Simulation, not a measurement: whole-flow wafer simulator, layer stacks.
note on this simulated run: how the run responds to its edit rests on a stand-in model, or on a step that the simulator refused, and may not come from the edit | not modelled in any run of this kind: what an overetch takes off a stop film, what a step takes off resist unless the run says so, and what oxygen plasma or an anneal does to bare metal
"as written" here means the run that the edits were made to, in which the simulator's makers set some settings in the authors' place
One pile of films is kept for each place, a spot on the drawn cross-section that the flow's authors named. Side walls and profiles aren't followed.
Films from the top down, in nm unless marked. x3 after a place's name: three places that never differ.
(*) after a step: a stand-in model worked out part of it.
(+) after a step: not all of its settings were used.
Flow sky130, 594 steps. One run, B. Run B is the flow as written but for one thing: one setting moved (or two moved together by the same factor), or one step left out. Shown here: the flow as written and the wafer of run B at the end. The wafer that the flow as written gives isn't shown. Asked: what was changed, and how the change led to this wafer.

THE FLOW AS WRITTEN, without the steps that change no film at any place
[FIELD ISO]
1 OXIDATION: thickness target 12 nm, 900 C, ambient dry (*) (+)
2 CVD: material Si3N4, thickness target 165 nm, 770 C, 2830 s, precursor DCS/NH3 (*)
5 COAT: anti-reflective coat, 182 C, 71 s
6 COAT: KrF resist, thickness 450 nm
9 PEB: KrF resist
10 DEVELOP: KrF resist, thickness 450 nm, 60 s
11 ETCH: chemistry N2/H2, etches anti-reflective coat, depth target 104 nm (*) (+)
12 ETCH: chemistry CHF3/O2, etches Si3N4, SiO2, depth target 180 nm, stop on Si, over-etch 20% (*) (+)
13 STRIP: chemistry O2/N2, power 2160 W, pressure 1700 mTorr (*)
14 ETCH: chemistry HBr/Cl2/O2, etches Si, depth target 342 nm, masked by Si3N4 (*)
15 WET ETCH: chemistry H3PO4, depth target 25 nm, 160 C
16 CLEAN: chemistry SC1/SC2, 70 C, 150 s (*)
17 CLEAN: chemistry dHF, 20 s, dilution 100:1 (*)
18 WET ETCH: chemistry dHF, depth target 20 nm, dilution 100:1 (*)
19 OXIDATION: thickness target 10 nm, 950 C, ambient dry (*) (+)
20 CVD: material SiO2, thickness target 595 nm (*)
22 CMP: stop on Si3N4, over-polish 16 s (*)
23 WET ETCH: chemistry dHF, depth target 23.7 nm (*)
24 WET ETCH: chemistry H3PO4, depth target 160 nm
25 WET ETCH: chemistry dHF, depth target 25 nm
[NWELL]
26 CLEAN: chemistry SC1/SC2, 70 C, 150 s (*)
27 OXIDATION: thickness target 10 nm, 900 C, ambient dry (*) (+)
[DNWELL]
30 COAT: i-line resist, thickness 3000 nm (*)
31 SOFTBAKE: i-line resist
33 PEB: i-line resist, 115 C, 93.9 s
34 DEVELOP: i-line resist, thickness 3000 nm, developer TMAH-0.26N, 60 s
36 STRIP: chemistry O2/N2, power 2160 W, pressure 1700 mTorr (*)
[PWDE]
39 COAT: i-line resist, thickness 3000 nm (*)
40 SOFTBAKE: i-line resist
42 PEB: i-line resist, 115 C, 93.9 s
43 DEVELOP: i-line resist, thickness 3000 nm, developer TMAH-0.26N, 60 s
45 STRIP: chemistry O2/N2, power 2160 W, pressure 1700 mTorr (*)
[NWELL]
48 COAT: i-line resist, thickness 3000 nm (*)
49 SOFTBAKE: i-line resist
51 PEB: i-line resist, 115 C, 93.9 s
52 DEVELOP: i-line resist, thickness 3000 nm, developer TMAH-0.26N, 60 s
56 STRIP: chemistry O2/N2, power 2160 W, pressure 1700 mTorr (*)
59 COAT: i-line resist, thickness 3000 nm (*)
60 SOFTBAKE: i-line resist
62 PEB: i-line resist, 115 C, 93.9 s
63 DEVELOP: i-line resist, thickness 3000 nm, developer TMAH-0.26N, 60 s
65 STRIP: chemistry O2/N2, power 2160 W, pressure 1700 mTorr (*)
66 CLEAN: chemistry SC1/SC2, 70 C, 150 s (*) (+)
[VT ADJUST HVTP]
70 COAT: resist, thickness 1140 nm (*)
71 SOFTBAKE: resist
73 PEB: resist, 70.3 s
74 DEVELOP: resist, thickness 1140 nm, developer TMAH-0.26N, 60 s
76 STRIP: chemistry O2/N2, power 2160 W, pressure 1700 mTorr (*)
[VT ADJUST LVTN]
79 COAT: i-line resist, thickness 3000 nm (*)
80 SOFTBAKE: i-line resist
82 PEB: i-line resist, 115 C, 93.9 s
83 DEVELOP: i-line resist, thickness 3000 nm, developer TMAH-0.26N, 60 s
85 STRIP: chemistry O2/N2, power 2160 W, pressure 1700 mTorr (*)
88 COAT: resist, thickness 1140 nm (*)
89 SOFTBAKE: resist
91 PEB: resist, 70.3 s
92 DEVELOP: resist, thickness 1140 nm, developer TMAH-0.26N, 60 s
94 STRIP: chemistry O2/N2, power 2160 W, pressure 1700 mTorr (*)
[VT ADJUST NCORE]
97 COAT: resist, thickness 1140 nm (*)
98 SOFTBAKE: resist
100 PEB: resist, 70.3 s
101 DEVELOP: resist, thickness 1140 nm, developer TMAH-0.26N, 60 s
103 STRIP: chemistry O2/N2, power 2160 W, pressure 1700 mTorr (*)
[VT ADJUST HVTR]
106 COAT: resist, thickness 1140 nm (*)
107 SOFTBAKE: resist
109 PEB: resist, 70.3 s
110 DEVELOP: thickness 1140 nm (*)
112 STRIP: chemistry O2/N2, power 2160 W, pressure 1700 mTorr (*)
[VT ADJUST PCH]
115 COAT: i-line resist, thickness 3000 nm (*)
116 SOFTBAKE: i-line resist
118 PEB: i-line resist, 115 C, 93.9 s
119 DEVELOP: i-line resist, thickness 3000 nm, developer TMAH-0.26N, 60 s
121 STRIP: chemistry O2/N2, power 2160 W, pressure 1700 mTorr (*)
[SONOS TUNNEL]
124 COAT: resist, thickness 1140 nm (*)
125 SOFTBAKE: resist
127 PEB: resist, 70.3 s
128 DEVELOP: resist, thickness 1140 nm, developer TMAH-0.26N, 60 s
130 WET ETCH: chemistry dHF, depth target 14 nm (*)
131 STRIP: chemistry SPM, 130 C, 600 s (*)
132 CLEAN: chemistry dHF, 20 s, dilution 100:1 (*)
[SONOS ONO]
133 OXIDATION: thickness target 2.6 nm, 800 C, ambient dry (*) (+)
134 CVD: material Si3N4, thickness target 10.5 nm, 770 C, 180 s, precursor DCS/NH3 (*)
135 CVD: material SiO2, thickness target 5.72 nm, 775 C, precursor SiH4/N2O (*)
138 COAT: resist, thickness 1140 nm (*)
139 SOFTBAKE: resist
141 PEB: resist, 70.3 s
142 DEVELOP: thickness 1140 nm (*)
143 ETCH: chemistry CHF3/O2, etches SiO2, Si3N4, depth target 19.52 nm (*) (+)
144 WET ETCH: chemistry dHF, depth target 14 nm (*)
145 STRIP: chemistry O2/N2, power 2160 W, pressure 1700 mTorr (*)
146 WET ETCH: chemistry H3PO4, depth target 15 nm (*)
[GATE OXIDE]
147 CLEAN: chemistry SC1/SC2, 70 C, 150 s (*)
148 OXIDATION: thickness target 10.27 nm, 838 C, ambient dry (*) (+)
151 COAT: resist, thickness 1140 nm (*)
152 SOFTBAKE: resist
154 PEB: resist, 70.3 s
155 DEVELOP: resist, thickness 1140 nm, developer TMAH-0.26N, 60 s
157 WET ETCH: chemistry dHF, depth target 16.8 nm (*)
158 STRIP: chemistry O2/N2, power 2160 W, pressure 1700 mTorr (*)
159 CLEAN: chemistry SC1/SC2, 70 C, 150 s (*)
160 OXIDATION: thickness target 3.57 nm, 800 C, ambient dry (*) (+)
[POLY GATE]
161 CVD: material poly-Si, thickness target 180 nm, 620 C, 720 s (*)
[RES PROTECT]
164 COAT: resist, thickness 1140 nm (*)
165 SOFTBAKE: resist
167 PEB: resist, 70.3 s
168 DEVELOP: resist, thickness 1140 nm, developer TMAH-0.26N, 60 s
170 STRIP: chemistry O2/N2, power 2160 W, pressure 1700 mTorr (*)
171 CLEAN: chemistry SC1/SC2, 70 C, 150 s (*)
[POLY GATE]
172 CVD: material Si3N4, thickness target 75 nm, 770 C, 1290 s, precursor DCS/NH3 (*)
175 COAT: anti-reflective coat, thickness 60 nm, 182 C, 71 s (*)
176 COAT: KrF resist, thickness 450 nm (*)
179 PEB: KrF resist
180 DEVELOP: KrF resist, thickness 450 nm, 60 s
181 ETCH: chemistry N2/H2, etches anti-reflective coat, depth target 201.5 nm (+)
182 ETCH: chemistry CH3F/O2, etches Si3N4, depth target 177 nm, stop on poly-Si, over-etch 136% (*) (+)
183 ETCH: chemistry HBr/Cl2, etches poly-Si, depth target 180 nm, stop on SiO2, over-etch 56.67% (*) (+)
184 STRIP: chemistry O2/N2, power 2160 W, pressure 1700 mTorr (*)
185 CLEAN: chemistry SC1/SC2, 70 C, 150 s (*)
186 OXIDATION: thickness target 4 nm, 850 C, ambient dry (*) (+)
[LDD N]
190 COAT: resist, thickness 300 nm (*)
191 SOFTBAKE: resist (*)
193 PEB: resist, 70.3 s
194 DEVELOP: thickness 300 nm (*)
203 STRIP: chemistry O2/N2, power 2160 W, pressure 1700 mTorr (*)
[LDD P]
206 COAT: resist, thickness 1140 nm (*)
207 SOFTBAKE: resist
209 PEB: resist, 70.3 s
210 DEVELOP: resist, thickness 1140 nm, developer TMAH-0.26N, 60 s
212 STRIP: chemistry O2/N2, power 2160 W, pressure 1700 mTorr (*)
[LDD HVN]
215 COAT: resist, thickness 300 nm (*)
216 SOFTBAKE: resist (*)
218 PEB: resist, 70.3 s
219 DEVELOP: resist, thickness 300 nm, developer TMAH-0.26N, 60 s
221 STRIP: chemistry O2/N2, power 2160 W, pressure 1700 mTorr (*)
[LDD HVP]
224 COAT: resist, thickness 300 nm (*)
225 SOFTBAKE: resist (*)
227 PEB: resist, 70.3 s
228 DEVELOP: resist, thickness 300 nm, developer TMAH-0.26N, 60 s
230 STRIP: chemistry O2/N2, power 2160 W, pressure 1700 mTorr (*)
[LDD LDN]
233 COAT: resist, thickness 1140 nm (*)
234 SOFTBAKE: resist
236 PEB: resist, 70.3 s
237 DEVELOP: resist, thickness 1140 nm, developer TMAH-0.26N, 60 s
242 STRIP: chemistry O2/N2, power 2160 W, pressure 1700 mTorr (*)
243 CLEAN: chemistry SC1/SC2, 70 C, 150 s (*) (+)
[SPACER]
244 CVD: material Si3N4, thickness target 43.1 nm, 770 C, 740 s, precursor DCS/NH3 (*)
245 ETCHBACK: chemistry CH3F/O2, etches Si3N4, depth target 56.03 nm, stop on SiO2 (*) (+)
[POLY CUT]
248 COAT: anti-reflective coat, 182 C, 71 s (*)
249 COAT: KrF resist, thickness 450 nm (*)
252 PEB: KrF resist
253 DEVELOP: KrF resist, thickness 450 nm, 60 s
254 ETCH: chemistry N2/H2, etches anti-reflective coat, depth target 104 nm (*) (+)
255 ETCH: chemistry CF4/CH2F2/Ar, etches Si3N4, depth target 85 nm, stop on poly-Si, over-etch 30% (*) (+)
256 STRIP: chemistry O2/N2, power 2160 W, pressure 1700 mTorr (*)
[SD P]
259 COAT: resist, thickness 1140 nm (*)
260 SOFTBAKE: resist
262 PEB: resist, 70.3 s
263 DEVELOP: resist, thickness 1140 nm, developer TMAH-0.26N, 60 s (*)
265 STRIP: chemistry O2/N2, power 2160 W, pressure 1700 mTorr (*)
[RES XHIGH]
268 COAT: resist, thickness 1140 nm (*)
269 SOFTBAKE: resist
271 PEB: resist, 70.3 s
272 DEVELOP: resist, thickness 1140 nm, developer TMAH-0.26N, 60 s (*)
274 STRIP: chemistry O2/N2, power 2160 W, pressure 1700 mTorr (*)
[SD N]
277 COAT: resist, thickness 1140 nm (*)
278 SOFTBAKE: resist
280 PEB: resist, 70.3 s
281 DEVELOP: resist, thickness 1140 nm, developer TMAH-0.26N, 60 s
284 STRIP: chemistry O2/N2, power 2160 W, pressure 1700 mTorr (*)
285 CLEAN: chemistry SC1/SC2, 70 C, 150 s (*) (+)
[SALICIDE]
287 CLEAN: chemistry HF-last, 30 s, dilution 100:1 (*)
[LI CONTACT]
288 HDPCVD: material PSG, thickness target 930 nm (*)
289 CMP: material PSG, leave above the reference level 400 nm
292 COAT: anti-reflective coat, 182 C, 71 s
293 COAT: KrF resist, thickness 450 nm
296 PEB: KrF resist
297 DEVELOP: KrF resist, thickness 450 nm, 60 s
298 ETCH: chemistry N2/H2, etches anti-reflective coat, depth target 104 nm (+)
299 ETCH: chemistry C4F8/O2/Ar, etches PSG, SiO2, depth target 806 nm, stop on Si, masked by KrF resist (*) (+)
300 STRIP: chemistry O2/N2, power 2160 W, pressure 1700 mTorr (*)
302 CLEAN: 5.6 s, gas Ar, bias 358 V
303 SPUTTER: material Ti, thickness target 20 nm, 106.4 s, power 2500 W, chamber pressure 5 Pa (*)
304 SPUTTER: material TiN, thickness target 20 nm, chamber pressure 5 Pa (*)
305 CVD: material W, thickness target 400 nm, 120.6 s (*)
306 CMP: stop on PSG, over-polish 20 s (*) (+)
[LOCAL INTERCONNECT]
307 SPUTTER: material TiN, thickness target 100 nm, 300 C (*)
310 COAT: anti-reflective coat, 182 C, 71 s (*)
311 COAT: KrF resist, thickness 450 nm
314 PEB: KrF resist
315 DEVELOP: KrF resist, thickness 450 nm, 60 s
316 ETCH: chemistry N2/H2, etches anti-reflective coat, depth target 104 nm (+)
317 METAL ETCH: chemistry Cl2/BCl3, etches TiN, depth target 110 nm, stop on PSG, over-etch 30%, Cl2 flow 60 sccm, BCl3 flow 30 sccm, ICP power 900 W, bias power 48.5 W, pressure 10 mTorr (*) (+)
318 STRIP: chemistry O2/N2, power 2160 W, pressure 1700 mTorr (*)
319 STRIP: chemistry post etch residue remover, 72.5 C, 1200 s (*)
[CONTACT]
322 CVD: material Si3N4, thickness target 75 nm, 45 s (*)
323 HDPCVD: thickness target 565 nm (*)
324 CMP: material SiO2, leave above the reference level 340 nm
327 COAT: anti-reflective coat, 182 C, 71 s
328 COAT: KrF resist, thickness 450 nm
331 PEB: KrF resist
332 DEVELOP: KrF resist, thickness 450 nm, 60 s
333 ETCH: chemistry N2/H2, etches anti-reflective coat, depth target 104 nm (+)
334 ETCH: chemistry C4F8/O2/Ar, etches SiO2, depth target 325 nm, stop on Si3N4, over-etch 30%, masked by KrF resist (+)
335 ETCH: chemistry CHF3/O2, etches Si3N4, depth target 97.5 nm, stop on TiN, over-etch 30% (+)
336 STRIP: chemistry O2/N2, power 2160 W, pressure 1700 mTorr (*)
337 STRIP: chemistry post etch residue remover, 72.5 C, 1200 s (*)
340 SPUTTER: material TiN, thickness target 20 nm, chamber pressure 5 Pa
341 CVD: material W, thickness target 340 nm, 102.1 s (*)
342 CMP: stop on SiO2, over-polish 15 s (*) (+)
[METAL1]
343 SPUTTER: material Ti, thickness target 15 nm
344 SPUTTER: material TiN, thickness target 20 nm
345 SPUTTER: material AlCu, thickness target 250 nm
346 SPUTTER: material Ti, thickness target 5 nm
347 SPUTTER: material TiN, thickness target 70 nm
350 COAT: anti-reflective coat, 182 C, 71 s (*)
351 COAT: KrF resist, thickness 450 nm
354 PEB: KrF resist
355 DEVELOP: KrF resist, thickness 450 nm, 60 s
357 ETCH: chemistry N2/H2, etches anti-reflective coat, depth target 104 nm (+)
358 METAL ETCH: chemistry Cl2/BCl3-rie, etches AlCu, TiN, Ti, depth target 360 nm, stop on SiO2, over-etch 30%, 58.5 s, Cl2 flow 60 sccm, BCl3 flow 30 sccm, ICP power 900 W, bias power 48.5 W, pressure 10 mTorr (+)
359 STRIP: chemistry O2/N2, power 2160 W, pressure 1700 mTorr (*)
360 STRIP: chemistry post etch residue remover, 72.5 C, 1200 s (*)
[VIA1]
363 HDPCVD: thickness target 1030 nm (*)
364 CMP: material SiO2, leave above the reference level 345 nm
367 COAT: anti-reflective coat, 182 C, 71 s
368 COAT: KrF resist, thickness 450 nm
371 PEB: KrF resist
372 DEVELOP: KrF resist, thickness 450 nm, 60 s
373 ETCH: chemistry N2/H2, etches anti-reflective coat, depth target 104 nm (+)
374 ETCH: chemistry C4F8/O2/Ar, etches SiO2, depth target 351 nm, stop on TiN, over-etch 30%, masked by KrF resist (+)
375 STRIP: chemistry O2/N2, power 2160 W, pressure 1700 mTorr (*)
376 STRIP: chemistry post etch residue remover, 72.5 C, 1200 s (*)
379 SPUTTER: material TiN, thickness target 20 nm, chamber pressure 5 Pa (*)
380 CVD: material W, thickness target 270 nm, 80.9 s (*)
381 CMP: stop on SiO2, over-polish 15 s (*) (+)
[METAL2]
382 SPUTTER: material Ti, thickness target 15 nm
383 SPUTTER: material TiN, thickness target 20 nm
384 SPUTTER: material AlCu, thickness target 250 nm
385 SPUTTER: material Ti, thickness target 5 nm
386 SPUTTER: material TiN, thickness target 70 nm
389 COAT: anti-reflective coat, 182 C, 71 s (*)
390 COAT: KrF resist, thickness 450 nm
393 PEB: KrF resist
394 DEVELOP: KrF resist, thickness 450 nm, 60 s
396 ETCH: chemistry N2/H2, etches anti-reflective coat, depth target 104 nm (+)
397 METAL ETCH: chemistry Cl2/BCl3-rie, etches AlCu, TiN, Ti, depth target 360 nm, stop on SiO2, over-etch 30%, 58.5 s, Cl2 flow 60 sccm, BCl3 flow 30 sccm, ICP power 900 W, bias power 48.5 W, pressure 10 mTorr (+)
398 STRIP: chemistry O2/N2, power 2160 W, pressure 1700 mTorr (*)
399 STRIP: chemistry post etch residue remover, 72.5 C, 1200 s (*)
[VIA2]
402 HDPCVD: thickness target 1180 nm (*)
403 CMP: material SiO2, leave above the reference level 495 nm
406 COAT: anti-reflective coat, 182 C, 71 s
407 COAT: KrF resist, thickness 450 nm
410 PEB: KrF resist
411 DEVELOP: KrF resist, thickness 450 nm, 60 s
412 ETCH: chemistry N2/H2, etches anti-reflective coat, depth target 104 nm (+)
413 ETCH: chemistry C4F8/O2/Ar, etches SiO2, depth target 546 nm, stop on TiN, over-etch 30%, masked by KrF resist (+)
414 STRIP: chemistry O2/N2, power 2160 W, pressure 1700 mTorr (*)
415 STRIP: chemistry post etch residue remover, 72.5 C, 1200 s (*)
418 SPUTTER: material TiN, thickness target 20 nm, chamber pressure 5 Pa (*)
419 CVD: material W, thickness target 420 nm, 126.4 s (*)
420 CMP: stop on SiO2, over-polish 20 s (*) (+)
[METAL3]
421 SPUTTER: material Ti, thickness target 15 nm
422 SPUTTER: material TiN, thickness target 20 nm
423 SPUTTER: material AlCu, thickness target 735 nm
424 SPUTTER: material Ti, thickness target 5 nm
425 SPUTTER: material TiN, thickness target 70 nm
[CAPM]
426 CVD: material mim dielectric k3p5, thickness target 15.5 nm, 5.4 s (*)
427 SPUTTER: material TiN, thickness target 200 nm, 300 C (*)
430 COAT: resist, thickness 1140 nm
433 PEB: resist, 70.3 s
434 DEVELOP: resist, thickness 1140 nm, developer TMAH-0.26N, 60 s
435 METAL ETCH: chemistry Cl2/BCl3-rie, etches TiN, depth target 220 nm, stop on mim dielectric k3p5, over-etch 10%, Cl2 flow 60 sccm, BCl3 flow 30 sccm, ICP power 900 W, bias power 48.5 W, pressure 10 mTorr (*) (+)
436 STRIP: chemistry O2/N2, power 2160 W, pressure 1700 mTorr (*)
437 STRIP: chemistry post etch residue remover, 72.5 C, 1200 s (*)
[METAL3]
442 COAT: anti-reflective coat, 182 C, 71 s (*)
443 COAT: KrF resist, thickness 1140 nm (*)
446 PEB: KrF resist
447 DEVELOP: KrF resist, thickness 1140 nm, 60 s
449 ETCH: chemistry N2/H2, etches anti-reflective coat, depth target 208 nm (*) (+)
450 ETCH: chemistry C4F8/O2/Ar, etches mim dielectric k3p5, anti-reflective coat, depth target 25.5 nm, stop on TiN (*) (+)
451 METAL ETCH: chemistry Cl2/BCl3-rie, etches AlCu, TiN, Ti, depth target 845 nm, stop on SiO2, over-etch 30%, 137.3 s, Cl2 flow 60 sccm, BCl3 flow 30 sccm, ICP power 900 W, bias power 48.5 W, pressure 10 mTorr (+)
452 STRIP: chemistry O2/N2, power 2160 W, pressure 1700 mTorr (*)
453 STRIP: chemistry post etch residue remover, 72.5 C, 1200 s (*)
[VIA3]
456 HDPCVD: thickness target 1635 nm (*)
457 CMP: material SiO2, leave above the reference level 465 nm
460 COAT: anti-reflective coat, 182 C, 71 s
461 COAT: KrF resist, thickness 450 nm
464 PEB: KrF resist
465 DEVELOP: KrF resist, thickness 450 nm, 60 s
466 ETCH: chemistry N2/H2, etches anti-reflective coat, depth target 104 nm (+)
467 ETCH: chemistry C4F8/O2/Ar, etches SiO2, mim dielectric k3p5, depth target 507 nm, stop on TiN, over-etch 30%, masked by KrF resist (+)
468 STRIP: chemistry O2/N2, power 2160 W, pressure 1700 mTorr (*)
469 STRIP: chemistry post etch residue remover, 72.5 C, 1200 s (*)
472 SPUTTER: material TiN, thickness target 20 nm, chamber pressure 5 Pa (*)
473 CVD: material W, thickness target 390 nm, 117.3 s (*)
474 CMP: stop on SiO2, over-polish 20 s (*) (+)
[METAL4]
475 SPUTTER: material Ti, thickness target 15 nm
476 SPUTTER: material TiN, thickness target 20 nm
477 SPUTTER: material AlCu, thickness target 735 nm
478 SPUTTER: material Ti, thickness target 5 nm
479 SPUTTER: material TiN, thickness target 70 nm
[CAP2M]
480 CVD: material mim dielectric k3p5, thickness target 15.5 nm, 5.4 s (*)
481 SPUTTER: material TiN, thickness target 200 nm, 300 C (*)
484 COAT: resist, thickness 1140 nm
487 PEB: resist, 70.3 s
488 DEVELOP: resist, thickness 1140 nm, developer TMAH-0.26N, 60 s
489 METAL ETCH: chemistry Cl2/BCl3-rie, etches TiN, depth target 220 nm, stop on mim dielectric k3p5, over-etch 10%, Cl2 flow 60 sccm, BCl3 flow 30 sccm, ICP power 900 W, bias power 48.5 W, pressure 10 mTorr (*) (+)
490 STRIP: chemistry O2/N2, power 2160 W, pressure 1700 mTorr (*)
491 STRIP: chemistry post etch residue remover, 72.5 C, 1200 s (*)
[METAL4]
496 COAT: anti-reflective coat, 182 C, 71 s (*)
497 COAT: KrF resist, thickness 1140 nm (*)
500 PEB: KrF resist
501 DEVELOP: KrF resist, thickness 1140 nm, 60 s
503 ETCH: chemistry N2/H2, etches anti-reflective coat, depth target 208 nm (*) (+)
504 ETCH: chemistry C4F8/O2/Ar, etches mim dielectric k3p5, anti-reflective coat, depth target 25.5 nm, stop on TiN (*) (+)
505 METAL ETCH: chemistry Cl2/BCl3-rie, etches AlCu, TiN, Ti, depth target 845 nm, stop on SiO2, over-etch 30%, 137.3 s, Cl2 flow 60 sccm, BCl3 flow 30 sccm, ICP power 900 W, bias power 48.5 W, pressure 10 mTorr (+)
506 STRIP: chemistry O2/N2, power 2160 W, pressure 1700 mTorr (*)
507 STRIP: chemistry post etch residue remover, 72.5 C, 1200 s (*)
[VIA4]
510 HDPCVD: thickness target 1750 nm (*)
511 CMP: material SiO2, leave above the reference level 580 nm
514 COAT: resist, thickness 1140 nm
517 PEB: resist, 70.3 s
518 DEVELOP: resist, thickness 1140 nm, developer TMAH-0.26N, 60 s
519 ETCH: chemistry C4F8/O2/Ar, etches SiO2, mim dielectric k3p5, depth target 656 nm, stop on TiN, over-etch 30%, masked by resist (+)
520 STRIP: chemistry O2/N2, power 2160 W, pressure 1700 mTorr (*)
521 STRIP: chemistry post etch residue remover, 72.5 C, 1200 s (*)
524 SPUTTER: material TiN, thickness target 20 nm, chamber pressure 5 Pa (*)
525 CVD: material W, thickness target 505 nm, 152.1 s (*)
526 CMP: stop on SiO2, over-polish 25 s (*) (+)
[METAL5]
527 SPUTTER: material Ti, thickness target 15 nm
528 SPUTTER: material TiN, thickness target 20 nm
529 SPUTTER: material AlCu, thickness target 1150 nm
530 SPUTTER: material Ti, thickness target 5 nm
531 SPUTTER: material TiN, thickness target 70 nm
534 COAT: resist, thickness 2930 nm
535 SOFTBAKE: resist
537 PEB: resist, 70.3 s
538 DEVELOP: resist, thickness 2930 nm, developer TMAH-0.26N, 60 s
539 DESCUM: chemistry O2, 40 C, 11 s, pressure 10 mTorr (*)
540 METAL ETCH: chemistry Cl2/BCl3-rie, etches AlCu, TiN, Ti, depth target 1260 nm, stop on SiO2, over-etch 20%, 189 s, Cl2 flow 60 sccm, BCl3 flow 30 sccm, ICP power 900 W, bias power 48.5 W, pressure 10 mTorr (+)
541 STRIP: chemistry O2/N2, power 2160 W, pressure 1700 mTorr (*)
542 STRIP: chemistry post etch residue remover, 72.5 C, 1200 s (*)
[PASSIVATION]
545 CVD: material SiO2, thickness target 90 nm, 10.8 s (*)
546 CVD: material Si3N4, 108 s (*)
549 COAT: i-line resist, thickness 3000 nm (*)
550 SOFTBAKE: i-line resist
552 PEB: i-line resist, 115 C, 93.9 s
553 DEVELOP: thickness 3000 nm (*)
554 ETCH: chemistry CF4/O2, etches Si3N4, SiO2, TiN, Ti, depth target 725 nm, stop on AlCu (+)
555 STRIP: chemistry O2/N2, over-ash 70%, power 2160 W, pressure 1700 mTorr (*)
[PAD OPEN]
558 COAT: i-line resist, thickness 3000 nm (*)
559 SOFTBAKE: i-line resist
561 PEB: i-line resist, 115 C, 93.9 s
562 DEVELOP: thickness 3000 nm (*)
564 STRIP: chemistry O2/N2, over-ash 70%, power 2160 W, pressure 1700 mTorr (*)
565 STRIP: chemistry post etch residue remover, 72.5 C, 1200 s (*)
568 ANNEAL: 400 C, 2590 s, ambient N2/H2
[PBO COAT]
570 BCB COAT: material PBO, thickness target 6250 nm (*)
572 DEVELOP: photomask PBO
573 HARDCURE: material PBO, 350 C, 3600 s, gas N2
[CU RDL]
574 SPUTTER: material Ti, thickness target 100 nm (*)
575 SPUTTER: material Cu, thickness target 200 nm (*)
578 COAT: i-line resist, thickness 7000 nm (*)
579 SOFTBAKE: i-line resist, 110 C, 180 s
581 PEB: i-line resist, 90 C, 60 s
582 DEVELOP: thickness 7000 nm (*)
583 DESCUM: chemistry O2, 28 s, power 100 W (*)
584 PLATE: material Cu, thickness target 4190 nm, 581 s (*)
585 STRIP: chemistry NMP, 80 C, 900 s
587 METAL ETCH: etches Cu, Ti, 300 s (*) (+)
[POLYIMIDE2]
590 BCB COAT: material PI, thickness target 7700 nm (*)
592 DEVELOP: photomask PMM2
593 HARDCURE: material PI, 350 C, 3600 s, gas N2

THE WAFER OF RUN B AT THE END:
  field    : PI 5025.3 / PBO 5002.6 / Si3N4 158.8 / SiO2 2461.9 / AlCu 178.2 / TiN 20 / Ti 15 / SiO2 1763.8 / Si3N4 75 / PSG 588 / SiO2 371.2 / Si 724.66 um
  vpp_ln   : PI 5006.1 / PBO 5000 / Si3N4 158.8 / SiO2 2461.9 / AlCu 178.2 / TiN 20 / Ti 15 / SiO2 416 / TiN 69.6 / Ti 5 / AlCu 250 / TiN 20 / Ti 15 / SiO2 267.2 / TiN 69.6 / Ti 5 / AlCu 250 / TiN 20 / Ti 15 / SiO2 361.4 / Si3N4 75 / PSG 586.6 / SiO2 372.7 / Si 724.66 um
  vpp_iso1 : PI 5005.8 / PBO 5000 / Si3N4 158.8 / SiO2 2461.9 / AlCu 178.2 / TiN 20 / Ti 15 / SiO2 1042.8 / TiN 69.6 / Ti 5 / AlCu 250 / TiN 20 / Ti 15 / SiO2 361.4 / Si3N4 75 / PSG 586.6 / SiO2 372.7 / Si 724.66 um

The cause: step 451, METAL ETCH: depth target 481.6 nm was run, where the flow has depth target 845 nm; step 451, METAL ETCH: 78.3 s was run, where the flow has 137.3 s.

How the change led to this, step by step:
  451 METAL ETCH: chemistry Cl2/BCl3-rie, etches AlCu, TiN, Ti, depth target 845 nm, stop on SiO2, over-etch 30%, 137.3 s, Cl2 flow 60 sccm, BCl3 flow 30 sccm, ICP power 900 W, bias power 48.5 W, pressure 10 mTorr (+)
      field, gate, spacer and 68 more: TiN -70 (all of it), Ti -5 (all of it), AlCu -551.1 (as written it would be: TiN -70 (all of it), Ti -5 (all of it), AlCu -735 (all of it), TiN -20 (all of it), Ti -15 (all of it), SiO2 -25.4)
      active, vpp_ln, vpp_iso2 and 11 more: TiN -70 (all of it), Ti -5 (all of it), AlCu -551.1 (as written it would be: TiN -70 (all of it), Ti -5 (all of it), AlCu -735 (all of it), TiN -20 (all of it), Ti -15 (all of it), SiO2 -25.3)
      (and at 107 more places)
  452 STRIP: chemistry O2/N2, power 2160 W, pressure 1700 mTorr (*)
      n_well, p_well, gate_hv and 81 more: KrF resist -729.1 (all of it), anti-reflective coat -80 (all of it) (as written it would be: KrF resist -492.9 (all of it), anti-reflective coat -80 (all of it))
      m1, via2_hole: KrF resist -729.2 (all of it), anti-reflective coat -80.5 (all of it) (as written it would be: KrF resist -493 (all of it), anti-reflective coat -80.5 (all of it))
      (and at 21 more places)
  453 STRIP: chemistry post etch residue remover, 72.5 C, 1200 s (*)
      field, active, gate and 82 more: AlCu -5.72 (as written it would be: nothing)
  456 HDPCVD: thickness target 1635 nm (*)
      field, active, gate and 82 more: SiO2 +1635 (new film) (as written it would be: SiO2 +1635)
  457 CMP: material SiO2, leave above the reference level 465 nm
      field, active, gate and 82 more: SiO2 -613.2 (as written it would be: SiO2 -374.7)
Counting metal films that touch as one body, field has 1 body; the flow as written gives 0 bodies.
Counting metal films that touch as one body, vpp_ln has 3 bodies (between them, from the top down: SiO2 416; SiO2 267.2); the flow as written gives 2 bodies (between them, from the top down: SiO2 267.2).
Counting metal films that touch as one body, vpp_iso1 has 2 bodies (between them, from the top down: SiO2 1042.8); the flow as written gives 1 body.
